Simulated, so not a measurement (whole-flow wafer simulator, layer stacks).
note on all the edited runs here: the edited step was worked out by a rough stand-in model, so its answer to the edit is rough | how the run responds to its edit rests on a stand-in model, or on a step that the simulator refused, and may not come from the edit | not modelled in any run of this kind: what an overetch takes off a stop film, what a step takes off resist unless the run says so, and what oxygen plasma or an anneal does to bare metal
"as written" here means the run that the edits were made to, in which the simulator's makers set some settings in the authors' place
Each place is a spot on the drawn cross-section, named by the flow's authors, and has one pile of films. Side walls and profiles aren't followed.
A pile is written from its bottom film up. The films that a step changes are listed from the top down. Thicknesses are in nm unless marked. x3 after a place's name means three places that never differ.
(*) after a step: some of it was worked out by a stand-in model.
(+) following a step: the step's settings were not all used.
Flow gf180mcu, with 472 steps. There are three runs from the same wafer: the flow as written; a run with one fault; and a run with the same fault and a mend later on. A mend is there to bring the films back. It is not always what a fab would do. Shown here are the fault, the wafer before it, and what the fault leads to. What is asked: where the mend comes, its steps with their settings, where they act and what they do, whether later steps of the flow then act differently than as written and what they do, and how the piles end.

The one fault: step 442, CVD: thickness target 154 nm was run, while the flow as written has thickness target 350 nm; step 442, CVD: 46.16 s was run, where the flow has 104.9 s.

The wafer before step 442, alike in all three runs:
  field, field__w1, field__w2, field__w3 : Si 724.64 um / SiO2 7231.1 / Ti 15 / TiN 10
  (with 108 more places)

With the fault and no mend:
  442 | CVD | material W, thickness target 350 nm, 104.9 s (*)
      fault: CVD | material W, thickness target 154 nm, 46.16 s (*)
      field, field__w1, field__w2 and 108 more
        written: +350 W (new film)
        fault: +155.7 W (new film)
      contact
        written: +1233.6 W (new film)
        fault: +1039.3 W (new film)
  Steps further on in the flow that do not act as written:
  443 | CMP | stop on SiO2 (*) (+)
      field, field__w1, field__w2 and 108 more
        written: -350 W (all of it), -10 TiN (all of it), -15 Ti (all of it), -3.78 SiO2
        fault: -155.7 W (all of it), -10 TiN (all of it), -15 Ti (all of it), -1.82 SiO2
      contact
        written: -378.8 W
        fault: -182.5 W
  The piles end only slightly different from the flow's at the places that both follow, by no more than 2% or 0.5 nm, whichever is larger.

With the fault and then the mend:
  The mend follows step 442.
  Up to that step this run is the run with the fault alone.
  442a | CVD | material W, thickness target 196 nm, 58.74 s (the flow's step 442 again, with other settings)
      field, field__w1, field__w2 and 109 more
        +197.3 W
  Later steps of the flow that are run all act as written at every place that is followed, up to a difference of at most 2% or 0.5 nm, whichever is larger.
  The piles end only slightly different from the flow's at the places that both follow, by no more than 2% or 0.5 nm, whichever is larger.
